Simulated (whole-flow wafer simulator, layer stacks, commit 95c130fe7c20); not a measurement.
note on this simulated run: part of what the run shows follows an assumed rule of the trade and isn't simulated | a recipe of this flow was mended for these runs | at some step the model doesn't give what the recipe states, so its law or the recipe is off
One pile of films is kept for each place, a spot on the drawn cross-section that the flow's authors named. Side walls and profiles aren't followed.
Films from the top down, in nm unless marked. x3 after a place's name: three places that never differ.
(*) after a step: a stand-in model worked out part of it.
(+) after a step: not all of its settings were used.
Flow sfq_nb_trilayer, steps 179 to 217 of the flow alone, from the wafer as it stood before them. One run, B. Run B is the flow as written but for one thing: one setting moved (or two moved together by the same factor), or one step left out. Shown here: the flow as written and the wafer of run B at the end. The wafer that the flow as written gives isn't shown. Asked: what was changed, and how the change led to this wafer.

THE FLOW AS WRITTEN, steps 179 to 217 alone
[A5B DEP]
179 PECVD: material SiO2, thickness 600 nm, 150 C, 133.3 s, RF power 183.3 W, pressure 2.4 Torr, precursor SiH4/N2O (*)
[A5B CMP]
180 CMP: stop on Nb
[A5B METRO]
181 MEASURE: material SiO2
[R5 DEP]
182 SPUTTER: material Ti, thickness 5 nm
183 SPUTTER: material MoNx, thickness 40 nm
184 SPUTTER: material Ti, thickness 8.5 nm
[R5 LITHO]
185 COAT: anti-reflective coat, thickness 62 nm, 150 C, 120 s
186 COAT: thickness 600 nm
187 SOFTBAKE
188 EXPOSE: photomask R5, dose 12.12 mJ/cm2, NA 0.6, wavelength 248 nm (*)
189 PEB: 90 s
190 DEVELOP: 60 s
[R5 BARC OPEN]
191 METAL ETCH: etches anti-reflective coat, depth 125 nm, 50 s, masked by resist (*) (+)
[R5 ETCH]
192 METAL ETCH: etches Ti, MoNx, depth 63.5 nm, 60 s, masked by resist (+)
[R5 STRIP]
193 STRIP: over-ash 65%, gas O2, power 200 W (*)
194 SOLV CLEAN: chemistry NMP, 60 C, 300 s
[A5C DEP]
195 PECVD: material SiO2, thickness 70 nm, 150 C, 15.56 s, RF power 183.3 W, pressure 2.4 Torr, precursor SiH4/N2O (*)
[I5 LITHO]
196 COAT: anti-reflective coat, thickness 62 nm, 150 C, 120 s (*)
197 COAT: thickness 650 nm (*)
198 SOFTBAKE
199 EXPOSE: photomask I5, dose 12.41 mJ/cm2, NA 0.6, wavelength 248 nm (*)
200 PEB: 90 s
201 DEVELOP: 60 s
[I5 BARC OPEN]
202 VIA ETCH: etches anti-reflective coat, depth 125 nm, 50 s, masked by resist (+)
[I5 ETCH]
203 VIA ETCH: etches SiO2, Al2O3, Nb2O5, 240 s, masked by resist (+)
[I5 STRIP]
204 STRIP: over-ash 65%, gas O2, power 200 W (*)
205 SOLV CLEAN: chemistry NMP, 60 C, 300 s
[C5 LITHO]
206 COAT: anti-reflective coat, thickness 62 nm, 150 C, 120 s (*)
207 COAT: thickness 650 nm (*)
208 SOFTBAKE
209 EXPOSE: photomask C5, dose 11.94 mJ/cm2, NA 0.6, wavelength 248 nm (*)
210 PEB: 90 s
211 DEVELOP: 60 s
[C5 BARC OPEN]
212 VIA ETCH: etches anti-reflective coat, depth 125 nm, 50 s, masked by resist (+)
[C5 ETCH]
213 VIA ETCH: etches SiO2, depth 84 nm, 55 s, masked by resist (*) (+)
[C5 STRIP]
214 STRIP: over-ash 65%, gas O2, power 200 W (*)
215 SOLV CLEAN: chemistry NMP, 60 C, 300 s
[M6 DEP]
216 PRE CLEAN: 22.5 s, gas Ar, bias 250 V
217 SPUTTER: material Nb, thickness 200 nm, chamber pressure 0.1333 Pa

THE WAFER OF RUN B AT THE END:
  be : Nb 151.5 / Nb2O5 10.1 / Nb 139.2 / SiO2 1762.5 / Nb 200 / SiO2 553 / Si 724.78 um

The cause: step 203, VIA ETCH: 162 s was run, where the flow has 240 s.

How the change led to this, step by step:
  203 VIA ETCH: etches SiO2, Al2O3, Nb2O5, 240 s, masked by resist (+)
      be: SiO2 -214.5 (all of it), Al2O3 -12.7 (all of it), Nb2O5 -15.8 (as written it would be: SiO2 -214.5 (all of it), Al2O3 -12.7 (all of it), Nb2O5 -29.9 (all of it), Nb -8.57)
      field_l, v_sur, via_wl and 102 more: KrF-resist-other-grade -162 (as written it would be: KrF-resist-other-grade -240)
  204 STRIP: over-ash 65%, gas O2, power 200 W (*)
      p4_fl x5, p4_w1 x9, p3_s0 x9, l0r_line_l x3, l0r_space_c x19, m0r_space_l x2: KrF-resist-other-grade -393.7 (all of it), anti-reflective coat -62 (all of it) (as written it would be: KrF-resist-other-grade -315.7 (all of it), anti-reflective coat -62 (all of it))
      wl_b_sl, wl_b_m5, wl_b_sr and 14 more: KrF-resist-other-grade -393.6 (all of it), anti-reflective coat -62 (all of it) (as written it would be: KrF-resist-other-grade -315.6 (all of it), anti-reflective coat -62 (all of it))
      (and at 41 more places)
  206 COAT: anti-reflective coat, thickness 62 nm, 150 C, 120 s (*)
      be: anti-reflective coat +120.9 (new film) (as written it would be: anti-reflective coat +124.3 (new film))
  207 COAT: thickness 650 nm (*)
      be: KrF-resist-other-grade +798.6 (new film) (as written it would be: KrF-resist-other-grade +815 (new film))
  214 STRIP: over-ash 65%, gas O2, power 200 W (*)
      be: KrF-resist-other-grade -689.4 (all of it), anti-reflective coat -120.9 (all of it) (as written it would be: KrF-resist-other-grade -705.8 (all of it), anti-reflective coat -124.3 (all of it))
  216 PRE CLEAN: 22.5 s, gas Ar, bias 250 V
      be: Nb2O5 -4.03 (as written it would be: Nb -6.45)
  217 SPUTTER: material Nb, thickness 200 nm, chamber pressure 0.1333 Pa
      be: Nb +151.5 (new film) (as written it would be: Nb +145.8)
Counting metal films that touch as one body, be has 3 bodies (between them, from the top down: Nb2O5 10.1; SiO2 1762.5); the flow as written gives 2 bodies (between them, from the top down: SiO2 1762.5).
